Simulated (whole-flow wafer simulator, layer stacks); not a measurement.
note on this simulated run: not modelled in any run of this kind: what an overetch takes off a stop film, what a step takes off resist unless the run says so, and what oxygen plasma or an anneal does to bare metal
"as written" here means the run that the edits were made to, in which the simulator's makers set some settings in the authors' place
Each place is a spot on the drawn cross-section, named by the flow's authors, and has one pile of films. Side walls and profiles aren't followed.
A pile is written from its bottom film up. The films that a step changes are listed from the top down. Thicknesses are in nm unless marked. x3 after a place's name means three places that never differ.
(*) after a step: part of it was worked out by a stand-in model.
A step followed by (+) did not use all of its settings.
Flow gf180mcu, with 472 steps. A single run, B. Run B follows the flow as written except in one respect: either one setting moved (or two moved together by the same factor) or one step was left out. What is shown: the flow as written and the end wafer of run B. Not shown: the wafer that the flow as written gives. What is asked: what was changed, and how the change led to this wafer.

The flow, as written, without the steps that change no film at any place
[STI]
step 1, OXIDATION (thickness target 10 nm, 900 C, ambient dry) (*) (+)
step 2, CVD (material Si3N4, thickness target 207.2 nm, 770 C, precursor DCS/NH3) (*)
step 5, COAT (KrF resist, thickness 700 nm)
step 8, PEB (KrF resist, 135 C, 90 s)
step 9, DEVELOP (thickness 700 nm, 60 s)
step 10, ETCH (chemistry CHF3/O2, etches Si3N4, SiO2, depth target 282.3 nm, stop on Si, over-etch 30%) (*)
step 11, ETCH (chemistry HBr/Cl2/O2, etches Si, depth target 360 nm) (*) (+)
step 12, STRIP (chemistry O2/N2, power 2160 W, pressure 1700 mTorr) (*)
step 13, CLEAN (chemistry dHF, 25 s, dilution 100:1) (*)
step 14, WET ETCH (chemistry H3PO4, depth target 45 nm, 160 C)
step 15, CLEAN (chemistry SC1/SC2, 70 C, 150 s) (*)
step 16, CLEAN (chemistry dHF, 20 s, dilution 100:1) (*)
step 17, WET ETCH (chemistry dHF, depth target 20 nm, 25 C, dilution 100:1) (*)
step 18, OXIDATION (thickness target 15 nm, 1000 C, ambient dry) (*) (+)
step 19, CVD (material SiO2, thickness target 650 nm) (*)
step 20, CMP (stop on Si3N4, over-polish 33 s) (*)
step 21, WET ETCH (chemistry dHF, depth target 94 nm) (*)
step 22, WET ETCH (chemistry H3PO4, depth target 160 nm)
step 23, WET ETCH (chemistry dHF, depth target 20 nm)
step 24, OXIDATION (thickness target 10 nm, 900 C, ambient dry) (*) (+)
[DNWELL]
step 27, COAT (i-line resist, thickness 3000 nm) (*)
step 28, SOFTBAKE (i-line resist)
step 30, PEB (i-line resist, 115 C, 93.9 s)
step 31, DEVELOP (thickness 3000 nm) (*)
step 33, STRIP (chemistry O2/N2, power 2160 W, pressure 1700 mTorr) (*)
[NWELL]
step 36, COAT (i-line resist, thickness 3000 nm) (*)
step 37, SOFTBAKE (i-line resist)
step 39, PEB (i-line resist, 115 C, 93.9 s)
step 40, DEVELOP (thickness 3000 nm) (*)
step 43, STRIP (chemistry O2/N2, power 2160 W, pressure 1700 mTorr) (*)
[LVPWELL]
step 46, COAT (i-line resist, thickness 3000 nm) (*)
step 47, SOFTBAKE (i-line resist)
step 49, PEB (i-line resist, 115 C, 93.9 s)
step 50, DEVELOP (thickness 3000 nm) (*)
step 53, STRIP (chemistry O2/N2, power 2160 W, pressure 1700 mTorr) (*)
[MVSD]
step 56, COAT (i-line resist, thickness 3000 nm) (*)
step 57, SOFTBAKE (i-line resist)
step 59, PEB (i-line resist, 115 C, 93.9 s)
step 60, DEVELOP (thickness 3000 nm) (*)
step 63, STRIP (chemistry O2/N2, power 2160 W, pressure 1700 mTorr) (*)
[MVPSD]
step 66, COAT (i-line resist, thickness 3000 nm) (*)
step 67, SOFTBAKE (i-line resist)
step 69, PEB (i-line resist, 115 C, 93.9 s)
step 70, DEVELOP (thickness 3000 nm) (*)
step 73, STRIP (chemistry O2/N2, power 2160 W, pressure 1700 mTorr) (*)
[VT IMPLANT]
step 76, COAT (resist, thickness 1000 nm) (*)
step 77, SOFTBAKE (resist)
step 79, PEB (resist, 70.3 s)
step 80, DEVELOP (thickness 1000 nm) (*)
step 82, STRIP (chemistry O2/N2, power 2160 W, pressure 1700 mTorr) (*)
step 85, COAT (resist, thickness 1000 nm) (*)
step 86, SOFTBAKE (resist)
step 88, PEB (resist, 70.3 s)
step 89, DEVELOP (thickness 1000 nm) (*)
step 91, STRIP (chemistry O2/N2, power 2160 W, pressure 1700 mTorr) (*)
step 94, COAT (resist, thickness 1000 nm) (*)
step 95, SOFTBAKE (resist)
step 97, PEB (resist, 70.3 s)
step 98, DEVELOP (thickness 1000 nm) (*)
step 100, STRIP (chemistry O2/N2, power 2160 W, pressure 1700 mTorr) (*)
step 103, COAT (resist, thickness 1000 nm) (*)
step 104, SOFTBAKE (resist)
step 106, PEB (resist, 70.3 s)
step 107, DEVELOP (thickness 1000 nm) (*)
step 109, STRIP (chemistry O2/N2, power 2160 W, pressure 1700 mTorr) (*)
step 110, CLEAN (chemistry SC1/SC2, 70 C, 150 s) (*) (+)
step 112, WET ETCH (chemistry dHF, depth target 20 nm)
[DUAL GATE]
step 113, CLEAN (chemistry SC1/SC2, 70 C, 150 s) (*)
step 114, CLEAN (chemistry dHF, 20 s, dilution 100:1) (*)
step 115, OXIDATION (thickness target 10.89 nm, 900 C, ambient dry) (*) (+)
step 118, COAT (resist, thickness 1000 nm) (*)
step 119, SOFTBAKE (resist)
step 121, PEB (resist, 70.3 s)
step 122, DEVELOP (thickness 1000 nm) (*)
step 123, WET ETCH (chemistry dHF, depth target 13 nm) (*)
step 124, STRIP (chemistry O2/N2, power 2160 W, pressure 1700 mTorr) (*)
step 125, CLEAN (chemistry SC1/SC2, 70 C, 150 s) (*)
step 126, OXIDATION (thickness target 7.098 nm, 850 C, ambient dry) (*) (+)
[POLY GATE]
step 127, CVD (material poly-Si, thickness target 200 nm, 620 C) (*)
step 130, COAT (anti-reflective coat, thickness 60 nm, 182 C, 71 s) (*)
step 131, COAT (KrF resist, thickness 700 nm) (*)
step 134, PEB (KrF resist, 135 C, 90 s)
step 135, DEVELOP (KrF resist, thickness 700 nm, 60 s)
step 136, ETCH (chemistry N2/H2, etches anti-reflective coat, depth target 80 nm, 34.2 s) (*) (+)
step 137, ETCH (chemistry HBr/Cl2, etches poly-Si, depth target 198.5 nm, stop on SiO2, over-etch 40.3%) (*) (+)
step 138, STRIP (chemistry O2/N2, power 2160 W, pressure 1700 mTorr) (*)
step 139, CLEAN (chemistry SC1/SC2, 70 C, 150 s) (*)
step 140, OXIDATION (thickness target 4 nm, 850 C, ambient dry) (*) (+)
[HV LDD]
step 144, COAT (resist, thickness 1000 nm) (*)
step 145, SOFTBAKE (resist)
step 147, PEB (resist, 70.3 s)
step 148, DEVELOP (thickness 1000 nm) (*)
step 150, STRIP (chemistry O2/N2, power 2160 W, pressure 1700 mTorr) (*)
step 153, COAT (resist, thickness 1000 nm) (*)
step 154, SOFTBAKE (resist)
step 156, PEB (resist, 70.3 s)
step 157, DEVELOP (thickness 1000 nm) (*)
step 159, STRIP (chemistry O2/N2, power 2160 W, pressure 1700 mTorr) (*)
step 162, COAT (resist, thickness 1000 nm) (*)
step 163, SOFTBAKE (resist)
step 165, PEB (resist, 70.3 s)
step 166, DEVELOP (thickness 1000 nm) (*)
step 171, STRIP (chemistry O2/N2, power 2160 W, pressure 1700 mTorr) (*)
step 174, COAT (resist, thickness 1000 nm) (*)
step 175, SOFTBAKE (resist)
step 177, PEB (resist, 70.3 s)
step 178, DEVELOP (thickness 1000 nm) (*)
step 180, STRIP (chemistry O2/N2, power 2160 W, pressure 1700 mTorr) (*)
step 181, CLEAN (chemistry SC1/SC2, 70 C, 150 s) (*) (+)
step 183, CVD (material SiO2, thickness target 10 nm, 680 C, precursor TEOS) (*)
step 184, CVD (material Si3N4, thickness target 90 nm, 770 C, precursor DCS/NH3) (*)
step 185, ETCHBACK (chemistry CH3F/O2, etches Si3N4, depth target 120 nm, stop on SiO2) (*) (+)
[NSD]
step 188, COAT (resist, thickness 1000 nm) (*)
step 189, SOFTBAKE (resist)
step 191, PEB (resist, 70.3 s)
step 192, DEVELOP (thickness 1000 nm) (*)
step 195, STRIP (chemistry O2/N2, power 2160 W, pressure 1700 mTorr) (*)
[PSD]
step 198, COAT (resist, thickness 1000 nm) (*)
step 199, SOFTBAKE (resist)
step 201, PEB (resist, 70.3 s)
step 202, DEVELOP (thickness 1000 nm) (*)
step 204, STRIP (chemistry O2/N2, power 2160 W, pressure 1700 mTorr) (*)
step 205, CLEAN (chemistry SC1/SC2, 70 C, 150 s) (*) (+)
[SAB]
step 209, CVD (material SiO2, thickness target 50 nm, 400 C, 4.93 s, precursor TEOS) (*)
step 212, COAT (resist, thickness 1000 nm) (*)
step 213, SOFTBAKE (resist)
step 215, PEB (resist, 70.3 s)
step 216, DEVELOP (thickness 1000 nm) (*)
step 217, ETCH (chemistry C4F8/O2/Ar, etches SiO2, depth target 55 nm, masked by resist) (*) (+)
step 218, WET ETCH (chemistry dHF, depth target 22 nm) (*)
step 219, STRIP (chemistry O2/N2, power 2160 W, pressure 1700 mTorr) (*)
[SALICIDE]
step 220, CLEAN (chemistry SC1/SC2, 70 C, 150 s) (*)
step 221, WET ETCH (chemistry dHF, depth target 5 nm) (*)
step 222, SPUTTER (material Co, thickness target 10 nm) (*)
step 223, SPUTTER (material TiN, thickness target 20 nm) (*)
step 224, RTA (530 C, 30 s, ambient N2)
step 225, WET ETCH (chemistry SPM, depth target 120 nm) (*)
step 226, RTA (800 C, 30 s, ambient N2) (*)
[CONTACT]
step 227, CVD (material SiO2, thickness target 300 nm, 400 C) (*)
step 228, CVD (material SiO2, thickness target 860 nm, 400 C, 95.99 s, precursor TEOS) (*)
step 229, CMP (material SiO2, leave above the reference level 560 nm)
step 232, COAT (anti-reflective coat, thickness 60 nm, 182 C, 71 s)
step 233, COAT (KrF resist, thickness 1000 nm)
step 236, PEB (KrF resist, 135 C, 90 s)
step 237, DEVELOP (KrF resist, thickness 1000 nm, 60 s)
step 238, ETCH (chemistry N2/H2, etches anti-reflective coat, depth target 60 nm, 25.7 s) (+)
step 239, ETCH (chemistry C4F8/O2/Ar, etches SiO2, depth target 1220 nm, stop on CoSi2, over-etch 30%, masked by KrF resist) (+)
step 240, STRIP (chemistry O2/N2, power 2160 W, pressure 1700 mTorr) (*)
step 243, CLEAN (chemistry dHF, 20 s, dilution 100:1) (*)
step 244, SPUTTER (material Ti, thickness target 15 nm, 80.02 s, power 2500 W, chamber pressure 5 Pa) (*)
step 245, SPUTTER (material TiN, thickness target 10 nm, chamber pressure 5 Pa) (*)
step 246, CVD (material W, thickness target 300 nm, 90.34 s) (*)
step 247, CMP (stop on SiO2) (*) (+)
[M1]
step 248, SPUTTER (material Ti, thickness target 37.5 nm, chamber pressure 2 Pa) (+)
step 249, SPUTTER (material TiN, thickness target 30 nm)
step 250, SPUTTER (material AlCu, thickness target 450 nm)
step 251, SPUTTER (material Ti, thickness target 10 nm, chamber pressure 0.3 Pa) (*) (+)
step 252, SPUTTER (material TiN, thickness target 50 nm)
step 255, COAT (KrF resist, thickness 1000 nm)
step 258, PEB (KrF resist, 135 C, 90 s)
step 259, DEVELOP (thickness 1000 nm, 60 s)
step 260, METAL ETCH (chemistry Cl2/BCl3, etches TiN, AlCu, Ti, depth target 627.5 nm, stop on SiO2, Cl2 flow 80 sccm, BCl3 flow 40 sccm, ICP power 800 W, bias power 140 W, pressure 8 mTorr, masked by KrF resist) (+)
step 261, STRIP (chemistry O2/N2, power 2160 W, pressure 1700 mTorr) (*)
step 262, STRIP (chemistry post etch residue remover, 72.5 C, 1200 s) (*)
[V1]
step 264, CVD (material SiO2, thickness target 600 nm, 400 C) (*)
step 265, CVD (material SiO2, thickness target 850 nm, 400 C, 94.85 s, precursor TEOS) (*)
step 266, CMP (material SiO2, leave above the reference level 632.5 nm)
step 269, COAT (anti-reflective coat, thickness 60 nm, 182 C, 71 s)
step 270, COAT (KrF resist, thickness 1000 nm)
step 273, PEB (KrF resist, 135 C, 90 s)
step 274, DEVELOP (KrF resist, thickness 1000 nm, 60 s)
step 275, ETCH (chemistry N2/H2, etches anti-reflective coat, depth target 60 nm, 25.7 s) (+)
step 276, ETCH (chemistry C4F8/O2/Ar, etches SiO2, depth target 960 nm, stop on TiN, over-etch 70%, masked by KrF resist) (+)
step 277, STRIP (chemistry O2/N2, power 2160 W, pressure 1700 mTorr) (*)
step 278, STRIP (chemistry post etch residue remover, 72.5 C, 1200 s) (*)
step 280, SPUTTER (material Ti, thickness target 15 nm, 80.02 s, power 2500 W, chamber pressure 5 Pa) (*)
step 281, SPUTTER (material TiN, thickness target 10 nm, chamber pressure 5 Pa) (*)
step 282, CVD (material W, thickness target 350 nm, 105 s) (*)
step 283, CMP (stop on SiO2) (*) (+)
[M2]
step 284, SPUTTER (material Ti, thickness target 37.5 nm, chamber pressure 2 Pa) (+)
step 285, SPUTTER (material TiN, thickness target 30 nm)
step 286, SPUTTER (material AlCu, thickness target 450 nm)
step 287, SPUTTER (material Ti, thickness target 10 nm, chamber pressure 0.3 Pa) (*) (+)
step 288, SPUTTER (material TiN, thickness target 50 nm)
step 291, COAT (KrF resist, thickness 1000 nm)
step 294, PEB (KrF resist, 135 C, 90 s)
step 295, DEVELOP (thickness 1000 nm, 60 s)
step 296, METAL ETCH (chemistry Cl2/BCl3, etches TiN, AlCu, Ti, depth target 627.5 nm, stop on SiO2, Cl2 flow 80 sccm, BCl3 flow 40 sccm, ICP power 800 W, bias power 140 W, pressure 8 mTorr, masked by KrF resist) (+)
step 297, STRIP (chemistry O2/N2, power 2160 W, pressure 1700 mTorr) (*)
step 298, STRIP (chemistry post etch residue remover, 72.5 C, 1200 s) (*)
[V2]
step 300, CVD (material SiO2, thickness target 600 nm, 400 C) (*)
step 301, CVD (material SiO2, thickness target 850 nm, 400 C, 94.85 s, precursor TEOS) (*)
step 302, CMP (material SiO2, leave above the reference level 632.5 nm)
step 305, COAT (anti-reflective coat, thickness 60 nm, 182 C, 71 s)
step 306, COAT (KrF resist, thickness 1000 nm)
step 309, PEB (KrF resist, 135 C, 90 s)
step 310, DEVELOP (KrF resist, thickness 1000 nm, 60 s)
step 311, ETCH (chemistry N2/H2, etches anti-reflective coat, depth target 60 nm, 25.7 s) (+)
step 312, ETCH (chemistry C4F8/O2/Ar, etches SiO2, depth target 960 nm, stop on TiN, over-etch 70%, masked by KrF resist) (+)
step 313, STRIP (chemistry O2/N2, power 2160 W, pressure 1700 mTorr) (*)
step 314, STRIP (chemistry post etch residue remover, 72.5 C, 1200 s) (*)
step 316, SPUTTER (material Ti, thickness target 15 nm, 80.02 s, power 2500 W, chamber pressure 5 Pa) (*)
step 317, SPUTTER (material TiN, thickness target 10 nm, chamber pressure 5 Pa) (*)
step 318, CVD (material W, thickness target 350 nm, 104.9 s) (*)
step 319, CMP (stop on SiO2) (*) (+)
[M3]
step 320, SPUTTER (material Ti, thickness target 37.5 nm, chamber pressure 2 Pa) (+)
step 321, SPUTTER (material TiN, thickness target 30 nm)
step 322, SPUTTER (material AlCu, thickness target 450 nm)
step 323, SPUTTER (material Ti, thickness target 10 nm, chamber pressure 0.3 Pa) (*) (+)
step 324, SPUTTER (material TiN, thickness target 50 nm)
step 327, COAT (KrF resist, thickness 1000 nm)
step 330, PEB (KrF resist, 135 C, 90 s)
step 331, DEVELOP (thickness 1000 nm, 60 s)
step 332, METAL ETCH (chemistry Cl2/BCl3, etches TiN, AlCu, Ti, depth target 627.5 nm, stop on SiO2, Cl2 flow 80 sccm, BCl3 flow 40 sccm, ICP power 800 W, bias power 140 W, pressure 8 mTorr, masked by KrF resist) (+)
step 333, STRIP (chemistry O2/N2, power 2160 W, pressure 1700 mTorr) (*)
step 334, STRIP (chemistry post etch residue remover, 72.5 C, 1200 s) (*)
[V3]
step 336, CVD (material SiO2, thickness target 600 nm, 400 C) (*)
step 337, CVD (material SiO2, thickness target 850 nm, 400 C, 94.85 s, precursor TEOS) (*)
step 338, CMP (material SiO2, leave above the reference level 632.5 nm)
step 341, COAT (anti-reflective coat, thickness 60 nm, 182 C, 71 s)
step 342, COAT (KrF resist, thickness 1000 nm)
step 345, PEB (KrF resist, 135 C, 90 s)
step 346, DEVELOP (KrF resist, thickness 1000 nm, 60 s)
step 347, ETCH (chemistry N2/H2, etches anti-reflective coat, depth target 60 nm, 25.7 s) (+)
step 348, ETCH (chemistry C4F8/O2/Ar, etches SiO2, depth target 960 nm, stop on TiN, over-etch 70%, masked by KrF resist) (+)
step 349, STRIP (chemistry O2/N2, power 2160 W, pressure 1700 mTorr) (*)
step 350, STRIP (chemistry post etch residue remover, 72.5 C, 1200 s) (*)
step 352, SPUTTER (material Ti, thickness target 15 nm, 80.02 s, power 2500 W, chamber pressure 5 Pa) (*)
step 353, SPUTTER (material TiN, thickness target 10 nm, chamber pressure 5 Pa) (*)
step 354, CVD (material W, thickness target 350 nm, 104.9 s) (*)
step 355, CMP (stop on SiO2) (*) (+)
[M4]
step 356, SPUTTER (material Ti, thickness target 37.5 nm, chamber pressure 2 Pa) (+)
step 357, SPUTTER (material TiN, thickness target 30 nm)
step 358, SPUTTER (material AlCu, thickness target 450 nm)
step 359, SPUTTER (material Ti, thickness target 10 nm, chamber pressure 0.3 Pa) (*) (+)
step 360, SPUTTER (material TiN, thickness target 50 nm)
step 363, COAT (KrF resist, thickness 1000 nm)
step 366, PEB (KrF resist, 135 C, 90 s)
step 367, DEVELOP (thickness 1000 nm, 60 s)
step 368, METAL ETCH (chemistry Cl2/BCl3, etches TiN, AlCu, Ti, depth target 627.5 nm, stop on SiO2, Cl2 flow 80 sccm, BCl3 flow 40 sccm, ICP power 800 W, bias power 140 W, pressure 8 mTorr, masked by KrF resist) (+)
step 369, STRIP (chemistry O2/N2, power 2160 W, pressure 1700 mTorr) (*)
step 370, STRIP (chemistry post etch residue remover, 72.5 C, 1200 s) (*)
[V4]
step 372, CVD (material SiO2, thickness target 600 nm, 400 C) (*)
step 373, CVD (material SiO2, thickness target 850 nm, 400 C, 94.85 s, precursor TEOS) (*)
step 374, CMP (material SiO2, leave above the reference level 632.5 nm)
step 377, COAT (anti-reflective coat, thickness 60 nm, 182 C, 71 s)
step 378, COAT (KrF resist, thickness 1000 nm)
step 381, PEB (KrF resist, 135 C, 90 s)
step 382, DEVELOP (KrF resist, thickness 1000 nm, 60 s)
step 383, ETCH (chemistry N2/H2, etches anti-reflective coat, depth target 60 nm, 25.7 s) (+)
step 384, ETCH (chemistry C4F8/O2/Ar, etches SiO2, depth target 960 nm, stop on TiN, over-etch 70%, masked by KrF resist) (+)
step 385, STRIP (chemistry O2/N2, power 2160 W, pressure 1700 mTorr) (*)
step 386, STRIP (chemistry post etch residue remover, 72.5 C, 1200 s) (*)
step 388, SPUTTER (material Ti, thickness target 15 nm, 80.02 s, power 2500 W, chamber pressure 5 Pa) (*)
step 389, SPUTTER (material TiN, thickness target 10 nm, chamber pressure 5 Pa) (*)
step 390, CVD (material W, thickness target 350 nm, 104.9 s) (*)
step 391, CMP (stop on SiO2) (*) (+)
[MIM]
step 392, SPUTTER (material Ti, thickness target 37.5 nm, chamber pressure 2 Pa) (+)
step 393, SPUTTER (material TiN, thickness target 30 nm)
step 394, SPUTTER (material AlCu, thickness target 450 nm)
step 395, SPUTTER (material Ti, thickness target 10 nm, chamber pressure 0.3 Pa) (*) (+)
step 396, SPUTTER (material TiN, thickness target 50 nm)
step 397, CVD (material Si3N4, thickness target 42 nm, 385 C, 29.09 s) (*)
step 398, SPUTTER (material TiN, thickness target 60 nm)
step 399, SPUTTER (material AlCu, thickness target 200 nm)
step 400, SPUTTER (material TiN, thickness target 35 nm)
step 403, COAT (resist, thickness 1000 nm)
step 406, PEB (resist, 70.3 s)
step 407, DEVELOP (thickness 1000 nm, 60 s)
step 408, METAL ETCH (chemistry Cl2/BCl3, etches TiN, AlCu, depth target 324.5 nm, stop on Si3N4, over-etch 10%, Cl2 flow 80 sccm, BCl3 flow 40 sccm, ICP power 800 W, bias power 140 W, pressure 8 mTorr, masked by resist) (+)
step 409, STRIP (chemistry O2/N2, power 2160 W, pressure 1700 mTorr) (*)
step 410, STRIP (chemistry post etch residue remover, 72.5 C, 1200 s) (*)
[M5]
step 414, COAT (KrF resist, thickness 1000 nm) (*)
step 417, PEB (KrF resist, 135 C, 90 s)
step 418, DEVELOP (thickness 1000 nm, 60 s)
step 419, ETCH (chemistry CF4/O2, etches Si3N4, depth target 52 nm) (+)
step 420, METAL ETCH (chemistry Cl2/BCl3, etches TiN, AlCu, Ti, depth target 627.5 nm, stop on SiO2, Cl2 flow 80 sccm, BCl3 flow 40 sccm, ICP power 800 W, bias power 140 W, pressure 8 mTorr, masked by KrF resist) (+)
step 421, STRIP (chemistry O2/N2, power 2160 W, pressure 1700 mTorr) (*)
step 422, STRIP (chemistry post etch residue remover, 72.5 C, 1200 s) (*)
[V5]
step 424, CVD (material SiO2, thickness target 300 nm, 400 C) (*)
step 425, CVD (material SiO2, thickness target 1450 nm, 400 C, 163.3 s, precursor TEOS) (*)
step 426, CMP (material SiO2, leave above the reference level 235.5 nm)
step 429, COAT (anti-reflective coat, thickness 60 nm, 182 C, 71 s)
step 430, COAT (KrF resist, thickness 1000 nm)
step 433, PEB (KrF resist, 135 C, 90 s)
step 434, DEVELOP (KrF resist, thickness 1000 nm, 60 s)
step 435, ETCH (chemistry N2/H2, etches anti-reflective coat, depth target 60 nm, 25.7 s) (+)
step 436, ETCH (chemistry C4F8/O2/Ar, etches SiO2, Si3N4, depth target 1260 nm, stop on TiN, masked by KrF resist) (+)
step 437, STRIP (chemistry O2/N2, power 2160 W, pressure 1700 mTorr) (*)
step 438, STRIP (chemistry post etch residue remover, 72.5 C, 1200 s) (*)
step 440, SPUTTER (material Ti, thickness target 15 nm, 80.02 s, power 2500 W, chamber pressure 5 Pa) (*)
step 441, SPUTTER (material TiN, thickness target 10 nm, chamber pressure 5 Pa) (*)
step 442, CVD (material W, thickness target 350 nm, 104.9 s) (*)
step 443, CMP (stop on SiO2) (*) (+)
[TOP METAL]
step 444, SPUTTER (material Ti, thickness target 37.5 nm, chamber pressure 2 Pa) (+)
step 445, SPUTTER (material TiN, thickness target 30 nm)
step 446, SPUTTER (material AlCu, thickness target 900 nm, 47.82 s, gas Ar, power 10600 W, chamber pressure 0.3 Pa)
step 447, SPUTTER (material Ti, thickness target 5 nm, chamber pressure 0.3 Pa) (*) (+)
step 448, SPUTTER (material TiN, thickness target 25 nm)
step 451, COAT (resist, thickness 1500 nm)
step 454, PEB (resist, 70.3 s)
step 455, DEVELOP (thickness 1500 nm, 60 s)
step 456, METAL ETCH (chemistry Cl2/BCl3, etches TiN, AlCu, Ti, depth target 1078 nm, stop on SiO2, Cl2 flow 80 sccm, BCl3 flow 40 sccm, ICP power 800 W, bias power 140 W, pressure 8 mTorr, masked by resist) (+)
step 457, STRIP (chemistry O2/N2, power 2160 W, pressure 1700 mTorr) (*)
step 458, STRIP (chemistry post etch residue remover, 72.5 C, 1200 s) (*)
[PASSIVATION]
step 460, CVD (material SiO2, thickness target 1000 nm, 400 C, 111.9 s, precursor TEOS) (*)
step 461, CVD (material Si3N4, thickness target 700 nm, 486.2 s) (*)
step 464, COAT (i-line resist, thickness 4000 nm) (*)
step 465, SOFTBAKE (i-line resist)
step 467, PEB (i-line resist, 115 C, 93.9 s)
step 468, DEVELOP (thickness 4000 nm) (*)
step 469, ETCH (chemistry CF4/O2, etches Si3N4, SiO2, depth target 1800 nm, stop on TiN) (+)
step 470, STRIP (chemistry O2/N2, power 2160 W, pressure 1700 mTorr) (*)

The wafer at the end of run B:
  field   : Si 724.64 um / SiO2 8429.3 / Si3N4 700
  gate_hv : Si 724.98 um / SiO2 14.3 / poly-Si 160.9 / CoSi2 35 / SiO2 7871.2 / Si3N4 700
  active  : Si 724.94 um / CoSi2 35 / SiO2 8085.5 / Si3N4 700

Cause: step 229, CMP: leave above the reference level 762 nm was run, though the flow has leave above the reference level 560 nm.

Step by step, how the change led to this:
  step 229, CMP (material SiO2, leave above the reference level 560 nm)
      gate_hv, gate_nat, ld_gate_n and 11 more: -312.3 SiO2 (in the flow as written it would be: -514.3 SiO2)
      ldn_sep__w1, ldn_sep__w2, ldn_dft and 8 more: -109 SiO2 (in the flow as written it would be: -311 SiO2)
      (and at 86 other places as well)
  step 239, ETCH (chemistry C4F8/O2/Ar, etches SiO2, depth target 1220 nm, stop on CoSi2, over-etch 30%, masked by KrF resist) (+)
      field, field__w1, field__w2 and 105 more: -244 KrF resist (in the flow as written it would be: -223.5 KrF resist)
      polyc_n, polyc_p: -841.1 SiO2 (all of it) (in the flow as written it would be: -639.1 SiO2 (all of it))
      (and at 1 other place as well)
  step 240, STRIP (chemistry O2/N2, power 2160 W, pressure 1700 mTorr) (*)
      field, field__w1, field__w2 and 105 more: -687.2 KrF resist (all of it), -60 anti-reflective coat (all of it) (in the flow as written it would be: -707.7 KrF resist (all of it), -60 anti-reflective coat (all of it))
  step 244, SPUTTER (material Ti, thickness target 15 nm, 80.02 s, power 2500 W, chamber pressure 5 Pa) (*)
      contact: +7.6 Ti (new film) (in the flow as written it would be: +8.55 Ti (new film))
  step 245, SPUTTER (material TiN, thickness target 10 nm, chamber pressure 5 Pa) (*)
      contact: +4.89 TiN (new film) (in the flow as written it would be: +5.48 TiN (new film))
  step 246, CVD (material W, thickness target 300 nm, 90.34 s) (*)
      polyc_n, polyc_p: +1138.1 W (new film) (in the flow as written it would be: +936.1 W (new film))
      contact: +1371 W (new film) (in the flow as written it would be: +1167.5 W (new film))
